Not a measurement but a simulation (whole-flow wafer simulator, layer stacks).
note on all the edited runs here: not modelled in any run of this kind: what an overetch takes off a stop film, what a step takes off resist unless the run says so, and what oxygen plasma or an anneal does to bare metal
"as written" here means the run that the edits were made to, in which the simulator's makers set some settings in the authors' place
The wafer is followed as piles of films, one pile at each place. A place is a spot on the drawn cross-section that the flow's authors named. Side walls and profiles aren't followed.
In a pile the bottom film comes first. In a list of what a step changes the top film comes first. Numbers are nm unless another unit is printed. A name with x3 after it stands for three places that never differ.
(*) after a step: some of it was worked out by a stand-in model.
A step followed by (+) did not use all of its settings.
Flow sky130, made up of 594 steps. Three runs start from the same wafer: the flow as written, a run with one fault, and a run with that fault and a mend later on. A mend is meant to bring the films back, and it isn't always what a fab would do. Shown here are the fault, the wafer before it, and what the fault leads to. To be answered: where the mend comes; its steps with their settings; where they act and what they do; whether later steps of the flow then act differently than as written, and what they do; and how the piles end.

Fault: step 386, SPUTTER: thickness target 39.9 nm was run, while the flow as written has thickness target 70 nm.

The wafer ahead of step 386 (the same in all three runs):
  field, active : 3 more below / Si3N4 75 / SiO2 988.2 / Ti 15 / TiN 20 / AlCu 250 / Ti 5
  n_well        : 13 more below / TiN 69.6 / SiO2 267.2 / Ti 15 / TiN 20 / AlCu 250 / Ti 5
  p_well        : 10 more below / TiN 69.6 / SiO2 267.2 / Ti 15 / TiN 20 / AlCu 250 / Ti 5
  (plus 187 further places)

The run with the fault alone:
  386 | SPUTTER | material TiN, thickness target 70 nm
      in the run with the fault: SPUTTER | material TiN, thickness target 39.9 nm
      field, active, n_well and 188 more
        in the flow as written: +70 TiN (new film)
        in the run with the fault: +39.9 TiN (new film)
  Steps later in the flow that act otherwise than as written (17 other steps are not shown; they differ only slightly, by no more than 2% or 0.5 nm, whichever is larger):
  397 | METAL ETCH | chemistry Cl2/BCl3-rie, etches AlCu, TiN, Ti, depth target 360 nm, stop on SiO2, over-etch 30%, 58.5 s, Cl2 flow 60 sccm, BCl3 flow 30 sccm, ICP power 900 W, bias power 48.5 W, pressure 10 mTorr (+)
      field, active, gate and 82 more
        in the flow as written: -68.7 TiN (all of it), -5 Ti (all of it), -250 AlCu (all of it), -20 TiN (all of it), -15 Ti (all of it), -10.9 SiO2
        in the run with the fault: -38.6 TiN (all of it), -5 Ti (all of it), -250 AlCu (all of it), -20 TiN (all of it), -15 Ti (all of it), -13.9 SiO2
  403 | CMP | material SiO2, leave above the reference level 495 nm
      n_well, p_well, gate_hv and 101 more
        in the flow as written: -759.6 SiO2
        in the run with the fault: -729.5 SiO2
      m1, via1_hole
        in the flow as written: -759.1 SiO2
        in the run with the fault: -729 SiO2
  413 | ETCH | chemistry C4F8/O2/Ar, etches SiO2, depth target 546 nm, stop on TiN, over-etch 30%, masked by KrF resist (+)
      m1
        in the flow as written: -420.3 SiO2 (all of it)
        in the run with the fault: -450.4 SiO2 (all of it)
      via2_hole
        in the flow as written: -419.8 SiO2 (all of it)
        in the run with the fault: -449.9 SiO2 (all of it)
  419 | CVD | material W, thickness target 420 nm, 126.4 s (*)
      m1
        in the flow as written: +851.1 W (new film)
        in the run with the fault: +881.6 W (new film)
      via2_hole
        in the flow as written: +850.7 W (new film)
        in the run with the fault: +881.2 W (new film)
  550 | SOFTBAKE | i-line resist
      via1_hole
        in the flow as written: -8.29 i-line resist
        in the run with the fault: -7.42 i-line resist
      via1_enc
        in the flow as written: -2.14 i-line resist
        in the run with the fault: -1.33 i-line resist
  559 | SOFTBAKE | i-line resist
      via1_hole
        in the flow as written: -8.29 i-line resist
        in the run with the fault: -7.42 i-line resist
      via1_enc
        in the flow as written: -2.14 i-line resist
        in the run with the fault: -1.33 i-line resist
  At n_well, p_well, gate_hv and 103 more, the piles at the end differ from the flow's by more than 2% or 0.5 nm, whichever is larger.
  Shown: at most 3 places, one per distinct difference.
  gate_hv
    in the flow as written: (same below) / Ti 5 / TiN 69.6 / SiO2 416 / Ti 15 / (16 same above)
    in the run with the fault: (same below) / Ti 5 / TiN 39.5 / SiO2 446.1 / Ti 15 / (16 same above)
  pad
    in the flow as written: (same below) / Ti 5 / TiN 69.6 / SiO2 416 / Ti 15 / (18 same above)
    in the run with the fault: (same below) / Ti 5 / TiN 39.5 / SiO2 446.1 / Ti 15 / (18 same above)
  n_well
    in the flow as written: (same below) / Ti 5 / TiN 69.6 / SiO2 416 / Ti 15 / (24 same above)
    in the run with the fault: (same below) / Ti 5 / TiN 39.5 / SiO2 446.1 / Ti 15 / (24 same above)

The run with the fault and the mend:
  After step 386 comes the mend.
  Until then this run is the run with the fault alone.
  386a | SPUTTER | material TiN, thickness target 30.1 nm (the flow's step 386, run once more with other settings)
      field, active, n_well and 188 more
        +30.1 TiN
  Later steps of the flow that are run all act as written at every place that is followed.
  By the end, the piles equal the flow's at every place that both follow.
